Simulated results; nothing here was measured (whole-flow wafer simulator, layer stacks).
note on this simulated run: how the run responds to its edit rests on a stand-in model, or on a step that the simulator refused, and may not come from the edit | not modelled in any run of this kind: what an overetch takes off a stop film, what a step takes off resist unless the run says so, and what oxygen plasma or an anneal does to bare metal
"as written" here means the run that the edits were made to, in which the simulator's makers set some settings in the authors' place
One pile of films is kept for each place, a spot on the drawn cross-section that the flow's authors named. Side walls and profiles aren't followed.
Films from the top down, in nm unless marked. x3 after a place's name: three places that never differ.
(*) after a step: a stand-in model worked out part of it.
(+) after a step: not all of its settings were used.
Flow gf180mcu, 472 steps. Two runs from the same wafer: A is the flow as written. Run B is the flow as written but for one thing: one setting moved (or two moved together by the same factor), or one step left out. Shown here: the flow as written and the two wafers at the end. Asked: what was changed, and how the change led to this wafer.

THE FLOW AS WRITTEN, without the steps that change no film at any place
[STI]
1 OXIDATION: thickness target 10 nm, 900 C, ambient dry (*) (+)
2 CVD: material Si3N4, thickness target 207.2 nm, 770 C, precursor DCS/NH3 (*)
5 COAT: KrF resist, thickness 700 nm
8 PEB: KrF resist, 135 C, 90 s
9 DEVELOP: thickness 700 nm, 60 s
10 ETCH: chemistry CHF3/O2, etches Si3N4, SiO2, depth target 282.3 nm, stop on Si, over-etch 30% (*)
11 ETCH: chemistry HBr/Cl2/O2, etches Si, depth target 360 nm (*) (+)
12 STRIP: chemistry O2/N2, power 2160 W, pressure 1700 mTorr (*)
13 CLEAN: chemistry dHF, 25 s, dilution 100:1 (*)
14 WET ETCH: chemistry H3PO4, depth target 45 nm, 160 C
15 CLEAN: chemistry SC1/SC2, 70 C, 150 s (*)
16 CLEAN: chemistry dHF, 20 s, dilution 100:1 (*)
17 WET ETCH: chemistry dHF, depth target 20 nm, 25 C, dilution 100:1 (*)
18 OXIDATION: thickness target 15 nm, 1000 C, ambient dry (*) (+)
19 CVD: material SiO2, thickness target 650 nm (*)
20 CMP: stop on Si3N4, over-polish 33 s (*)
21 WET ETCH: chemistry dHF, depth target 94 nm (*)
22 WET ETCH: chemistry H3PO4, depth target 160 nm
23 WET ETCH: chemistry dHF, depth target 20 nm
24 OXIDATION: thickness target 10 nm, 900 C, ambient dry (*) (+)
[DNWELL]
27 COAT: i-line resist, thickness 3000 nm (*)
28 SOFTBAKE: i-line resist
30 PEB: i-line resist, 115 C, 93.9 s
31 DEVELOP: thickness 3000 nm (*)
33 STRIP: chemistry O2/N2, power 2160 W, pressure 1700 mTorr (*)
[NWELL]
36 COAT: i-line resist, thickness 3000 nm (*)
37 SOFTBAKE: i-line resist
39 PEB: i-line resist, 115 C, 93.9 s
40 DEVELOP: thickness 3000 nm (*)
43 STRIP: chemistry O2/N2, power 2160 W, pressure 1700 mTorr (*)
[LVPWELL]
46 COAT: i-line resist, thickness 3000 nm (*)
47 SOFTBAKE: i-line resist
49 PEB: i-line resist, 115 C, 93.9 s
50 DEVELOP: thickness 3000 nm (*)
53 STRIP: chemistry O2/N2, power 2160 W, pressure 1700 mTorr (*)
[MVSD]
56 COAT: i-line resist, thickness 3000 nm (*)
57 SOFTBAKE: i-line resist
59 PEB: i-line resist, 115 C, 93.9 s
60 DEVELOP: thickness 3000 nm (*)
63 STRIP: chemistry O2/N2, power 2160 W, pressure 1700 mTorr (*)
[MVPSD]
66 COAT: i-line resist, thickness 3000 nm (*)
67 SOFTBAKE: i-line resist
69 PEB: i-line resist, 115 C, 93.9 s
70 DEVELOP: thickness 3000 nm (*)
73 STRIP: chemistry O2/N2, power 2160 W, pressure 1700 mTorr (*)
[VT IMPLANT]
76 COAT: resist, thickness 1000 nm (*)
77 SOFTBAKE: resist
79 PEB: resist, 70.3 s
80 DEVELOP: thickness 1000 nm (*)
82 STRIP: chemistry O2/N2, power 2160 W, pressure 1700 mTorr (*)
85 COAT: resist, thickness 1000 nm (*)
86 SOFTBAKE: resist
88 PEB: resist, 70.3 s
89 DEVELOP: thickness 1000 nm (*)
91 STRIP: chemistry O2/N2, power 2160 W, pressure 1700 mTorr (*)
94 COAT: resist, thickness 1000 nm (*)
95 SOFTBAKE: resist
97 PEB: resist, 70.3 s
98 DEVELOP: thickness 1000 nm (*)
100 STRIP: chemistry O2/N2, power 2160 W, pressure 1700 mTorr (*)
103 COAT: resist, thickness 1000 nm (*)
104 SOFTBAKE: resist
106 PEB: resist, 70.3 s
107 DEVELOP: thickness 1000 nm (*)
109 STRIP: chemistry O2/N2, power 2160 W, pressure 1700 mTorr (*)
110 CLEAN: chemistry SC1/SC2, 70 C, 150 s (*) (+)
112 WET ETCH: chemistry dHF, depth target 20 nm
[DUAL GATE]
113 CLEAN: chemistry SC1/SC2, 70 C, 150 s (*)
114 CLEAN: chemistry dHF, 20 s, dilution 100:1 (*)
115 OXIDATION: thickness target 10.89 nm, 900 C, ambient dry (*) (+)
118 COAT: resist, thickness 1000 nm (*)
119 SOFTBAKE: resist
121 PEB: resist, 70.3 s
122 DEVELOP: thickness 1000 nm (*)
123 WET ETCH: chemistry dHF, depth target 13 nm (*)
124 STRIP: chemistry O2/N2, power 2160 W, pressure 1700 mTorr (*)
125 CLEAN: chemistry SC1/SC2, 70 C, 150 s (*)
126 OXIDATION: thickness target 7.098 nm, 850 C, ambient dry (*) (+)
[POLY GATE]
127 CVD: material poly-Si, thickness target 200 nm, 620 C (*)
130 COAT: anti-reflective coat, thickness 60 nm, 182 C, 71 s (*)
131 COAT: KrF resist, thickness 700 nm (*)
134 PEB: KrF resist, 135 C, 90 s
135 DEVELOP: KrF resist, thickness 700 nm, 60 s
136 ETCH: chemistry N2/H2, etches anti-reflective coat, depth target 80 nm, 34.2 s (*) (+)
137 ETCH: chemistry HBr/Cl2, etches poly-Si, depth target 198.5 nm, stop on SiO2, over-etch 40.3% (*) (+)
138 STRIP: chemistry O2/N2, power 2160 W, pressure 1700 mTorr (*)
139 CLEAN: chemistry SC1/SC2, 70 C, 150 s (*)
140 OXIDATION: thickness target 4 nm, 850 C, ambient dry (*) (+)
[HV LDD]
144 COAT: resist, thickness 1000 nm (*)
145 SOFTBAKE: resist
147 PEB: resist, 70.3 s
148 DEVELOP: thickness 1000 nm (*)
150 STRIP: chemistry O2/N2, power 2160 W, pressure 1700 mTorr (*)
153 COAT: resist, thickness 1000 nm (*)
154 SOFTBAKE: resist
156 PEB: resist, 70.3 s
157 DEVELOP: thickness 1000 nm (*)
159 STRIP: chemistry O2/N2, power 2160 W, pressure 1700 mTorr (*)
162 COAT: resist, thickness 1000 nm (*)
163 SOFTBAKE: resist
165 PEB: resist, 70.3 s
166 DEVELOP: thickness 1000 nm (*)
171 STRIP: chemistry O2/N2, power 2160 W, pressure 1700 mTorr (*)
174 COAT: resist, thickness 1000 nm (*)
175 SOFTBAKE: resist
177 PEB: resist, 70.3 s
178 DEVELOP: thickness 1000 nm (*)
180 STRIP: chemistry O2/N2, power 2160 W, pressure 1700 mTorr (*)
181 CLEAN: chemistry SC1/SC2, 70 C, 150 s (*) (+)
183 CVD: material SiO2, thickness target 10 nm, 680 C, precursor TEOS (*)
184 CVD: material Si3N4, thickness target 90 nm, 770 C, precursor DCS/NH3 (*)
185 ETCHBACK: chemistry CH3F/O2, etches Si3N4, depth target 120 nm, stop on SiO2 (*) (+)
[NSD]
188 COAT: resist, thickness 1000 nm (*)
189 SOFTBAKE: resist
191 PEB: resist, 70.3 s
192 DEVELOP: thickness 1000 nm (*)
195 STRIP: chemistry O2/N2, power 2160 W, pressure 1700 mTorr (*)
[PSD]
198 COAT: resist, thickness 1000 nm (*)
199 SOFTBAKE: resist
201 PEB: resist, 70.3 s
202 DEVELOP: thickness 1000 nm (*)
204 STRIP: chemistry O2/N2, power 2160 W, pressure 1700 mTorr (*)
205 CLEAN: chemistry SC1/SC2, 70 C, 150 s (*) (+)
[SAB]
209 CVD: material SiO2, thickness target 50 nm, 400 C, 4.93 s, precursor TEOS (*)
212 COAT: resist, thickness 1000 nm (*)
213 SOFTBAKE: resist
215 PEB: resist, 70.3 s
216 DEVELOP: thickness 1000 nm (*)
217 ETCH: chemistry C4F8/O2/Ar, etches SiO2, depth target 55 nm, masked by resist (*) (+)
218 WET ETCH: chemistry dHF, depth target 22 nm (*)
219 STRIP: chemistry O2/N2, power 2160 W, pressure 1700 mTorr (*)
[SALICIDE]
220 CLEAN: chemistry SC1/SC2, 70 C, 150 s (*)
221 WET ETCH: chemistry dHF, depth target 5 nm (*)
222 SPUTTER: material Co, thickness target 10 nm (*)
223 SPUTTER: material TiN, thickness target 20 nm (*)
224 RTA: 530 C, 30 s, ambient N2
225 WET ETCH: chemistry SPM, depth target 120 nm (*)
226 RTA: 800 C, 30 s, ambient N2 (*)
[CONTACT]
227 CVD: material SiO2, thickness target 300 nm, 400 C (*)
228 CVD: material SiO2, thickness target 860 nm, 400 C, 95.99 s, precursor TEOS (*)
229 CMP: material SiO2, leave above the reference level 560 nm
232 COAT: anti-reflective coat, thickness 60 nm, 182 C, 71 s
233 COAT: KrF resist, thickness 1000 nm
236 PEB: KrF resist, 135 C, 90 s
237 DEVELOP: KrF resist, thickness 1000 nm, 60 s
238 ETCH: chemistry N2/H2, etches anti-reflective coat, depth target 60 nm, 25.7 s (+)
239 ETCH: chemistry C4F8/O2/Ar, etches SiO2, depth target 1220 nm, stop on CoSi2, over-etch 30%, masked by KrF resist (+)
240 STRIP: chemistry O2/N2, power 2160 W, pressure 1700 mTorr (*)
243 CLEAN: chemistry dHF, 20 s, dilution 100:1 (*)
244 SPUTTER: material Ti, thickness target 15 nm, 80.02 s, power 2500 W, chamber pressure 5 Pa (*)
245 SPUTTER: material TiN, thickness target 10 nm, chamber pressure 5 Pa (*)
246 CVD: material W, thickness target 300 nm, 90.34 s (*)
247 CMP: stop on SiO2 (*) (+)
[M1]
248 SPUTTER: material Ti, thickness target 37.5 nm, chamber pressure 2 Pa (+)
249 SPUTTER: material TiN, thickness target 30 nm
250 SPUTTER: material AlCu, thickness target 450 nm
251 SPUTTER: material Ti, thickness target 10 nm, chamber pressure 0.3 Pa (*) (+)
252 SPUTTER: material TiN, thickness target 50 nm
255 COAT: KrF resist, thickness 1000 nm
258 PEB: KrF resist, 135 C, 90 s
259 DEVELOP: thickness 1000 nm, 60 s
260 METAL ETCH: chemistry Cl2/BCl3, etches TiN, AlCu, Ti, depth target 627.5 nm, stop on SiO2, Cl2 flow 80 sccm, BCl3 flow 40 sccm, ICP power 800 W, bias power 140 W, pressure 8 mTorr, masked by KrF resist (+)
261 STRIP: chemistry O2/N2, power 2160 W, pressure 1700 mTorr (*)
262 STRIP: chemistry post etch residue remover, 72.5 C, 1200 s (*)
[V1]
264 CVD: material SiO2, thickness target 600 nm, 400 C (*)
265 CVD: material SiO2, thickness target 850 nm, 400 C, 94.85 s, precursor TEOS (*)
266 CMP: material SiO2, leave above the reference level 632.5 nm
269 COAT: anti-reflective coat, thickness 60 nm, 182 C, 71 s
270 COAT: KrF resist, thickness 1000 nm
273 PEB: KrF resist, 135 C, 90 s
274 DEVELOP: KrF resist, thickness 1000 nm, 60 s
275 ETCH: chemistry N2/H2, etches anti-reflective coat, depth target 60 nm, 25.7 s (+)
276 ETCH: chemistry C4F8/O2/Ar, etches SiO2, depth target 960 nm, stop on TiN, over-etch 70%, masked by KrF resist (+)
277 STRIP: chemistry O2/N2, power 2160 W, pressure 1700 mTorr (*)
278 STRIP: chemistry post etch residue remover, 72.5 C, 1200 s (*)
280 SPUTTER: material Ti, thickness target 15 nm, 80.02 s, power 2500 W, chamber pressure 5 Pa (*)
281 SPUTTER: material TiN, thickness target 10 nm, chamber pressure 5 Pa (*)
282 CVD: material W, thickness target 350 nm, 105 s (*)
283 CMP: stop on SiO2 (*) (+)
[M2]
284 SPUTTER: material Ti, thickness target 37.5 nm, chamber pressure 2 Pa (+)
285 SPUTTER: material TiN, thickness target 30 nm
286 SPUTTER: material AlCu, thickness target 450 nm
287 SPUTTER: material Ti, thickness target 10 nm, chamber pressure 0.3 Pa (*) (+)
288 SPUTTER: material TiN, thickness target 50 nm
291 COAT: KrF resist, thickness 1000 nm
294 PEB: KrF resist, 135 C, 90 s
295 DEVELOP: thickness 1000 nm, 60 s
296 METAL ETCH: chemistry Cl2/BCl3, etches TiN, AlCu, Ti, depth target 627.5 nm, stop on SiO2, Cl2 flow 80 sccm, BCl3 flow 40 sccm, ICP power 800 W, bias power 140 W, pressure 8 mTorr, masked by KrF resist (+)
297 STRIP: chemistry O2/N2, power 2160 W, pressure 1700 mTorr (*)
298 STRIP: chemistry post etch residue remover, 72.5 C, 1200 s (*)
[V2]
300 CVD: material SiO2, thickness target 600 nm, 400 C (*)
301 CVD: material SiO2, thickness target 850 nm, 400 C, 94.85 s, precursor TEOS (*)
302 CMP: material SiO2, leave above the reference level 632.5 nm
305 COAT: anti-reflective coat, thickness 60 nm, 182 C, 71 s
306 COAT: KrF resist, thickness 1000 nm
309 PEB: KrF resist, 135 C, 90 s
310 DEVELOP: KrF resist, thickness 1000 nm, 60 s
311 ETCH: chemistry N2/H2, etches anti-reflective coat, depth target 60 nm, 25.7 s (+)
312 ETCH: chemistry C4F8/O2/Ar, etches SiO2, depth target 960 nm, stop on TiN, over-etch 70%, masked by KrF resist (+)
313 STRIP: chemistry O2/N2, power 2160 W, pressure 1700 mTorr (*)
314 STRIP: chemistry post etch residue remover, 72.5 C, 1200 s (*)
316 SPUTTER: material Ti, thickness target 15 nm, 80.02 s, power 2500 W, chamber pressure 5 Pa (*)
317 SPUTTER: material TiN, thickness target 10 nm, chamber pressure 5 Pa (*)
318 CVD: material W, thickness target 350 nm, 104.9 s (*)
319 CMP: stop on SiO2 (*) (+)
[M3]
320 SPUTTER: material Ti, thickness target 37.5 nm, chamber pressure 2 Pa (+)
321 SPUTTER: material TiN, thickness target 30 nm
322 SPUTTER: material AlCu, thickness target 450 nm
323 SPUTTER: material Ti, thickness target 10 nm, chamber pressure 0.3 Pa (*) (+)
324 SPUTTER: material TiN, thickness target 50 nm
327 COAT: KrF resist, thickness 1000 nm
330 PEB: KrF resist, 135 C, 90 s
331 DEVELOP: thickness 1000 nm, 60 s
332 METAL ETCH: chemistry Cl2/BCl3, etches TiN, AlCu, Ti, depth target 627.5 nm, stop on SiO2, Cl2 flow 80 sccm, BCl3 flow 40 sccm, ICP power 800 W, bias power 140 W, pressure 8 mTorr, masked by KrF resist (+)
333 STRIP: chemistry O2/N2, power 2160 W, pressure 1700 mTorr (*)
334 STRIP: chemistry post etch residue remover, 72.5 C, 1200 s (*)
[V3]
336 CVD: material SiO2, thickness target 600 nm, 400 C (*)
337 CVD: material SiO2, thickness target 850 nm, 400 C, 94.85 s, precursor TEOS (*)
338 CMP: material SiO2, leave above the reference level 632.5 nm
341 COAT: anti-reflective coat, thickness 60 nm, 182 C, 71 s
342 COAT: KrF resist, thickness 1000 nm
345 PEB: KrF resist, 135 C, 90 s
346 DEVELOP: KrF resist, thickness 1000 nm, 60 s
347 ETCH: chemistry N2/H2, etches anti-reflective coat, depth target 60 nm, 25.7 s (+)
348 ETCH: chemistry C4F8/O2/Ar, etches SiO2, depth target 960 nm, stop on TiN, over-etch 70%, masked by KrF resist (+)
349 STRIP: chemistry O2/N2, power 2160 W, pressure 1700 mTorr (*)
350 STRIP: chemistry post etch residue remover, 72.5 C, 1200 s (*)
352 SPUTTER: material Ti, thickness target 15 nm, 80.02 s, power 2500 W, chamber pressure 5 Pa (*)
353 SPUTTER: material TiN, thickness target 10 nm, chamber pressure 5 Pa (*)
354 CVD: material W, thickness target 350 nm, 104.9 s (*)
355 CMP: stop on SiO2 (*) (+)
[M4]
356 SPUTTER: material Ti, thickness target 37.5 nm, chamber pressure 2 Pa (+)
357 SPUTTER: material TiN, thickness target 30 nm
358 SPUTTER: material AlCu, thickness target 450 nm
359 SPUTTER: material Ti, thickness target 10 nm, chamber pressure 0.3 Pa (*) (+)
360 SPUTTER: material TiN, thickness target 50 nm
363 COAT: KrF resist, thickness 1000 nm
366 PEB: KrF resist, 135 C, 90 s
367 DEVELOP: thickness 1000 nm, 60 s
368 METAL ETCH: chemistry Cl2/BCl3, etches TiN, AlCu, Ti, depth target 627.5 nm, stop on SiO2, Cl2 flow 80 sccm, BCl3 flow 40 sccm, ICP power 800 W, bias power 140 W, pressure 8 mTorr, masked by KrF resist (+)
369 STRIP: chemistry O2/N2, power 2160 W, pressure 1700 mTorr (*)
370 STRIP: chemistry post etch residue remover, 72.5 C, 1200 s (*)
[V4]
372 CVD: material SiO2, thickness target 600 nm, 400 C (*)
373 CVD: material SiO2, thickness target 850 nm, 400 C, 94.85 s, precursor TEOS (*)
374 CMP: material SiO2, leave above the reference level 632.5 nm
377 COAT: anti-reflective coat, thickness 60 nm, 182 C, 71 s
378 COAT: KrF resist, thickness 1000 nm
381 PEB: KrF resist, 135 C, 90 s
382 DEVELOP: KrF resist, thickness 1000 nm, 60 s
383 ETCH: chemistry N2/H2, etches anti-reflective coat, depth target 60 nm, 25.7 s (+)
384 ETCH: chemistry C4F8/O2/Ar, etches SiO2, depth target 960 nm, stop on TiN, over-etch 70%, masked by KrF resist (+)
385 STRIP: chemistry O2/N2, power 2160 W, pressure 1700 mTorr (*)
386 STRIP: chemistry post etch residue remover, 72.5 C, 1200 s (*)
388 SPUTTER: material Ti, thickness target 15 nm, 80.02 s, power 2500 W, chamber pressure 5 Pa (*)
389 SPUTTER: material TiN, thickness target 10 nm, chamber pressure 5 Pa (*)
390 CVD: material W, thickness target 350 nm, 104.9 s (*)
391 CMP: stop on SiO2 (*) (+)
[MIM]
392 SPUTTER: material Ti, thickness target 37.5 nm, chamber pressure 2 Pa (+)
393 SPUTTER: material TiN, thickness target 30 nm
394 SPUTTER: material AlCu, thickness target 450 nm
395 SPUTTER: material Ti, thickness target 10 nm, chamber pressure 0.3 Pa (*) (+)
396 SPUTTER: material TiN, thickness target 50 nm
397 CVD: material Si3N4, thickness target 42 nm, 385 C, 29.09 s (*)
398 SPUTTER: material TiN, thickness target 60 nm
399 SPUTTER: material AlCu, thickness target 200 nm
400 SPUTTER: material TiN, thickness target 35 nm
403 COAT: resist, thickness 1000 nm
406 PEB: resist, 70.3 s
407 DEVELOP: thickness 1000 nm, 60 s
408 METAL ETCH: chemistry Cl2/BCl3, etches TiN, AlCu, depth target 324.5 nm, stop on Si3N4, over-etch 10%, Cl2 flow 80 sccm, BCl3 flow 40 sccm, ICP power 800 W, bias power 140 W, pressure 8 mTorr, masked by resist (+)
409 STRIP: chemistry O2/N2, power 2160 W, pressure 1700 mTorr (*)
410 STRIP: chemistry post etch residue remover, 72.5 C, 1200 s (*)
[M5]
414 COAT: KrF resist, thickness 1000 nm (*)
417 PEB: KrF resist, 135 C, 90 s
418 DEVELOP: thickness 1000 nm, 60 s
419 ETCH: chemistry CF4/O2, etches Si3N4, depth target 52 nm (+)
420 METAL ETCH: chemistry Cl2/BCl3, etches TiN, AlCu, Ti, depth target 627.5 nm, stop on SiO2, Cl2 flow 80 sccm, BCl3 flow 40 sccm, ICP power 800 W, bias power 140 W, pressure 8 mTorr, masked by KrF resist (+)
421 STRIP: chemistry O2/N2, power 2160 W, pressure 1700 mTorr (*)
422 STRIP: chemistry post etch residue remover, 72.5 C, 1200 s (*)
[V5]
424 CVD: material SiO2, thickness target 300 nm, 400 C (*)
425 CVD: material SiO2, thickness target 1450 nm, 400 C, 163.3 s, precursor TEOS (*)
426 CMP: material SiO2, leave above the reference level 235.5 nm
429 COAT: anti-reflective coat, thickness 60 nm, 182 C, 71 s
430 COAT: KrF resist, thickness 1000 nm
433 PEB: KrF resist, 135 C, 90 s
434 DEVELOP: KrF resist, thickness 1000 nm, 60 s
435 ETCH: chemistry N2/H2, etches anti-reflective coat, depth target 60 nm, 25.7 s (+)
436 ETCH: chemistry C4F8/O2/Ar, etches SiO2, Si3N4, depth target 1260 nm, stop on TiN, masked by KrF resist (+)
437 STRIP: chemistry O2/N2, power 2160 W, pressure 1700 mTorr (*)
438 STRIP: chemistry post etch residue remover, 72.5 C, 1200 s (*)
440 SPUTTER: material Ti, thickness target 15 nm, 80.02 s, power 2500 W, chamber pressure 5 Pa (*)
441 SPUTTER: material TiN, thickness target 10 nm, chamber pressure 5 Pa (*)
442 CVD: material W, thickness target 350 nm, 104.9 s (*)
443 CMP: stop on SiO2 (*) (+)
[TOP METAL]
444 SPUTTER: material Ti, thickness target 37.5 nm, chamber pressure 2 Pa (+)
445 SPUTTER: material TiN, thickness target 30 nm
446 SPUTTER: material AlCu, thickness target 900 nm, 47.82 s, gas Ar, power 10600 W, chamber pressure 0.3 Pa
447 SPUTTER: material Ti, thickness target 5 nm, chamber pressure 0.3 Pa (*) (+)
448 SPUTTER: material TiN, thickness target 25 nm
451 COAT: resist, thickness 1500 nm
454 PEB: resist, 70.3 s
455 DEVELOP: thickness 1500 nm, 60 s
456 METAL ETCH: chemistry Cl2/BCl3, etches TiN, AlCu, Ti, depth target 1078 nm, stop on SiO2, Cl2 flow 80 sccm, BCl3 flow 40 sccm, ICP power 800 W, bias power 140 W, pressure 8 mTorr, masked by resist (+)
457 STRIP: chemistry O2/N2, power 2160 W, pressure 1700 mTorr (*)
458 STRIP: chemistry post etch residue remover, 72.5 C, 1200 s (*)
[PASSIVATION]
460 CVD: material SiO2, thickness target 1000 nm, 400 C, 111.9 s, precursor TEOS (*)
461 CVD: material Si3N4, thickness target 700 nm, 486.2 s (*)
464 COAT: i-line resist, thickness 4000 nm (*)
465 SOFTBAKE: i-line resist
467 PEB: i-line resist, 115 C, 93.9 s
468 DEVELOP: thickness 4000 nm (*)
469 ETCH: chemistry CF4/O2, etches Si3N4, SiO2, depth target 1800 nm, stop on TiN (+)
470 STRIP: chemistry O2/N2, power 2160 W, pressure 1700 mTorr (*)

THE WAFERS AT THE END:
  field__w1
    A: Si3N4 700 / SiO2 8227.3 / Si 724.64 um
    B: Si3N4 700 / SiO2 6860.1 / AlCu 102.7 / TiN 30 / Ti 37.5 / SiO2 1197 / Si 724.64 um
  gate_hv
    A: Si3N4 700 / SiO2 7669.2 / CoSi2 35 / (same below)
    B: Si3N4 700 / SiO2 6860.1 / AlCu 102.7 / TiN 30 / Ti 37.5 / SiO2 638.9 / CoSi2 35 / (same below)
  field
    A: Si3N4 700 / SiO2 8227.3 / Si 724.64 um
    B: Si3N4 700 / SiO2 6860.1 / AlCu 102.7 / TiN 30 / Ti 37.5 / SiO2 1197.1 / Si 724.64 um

The cause: step 260, METAL ETCH: depth target 401.6 nm was run, where the flow has depth target 627.5 nm.

How the change led to this, step by step:
  260 METAL ETCH: chemistry Cl2/BCl3, etches TiN, AlCu, Ti, depth target 627.5 nm, stop on SiO2, Cl2 flow 80 sccm, BCl3 flow 40 sccm, ICP power 800 W, bias power 140 W, pressure 8 mTorr, masked by KrF resist (+)
      field, field__w1, field__w2 and 99 more: A TiN -50 (all of it), Ti -10 (all of it), AlCu -450 (all of it), TiN -30 (all of it), Ti -37.5 (all of it) | B TiN -50 (all of it), Ti -10 (all of it), AlCu -341.6
      field__w8, contact, m1 and 6 more: A KrF resist -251 | B KrF resist -160.6
  261 STRIP: chemistry O2/N2, power 2160 W, pressure 1700 mTorr (*)
      field__w8, contact, m1 and 6 more: A KrF resist -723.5 (all of it) | B KrF resist -813.9 (all of it)
  262 STRIP: chemistry post etch residue remover, 72.5 C, 1200 s (*)
      field, field__w1, field__w2 and 99 more: A nothing | B AlCu -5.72
  264 CVD: material SiO2, thickness target 600 nm, 400 C (*)
      field, field__w1, field__w2 and 99 more: A SiO2 +600 | B SiO2 +600 (new film)
  266 CMP: material SiO2, leave above the reference level 632.5 nm
      field, field__w1, field__w2 and 99 more: A SiO2 -300 | B SiO2 -470.2
Counting metal films that touch as one body, field__w1 has 1 body; the flow as written gives 0 bodies.
Counting metal films that touch as one body, gate_hv has 2 bodies (between them, from the top down: SiO2 638.9); the flow as written gives 1 body.
Counting metal films that touch as one body, field has 1 body; the flow as written gives 0 bodies.
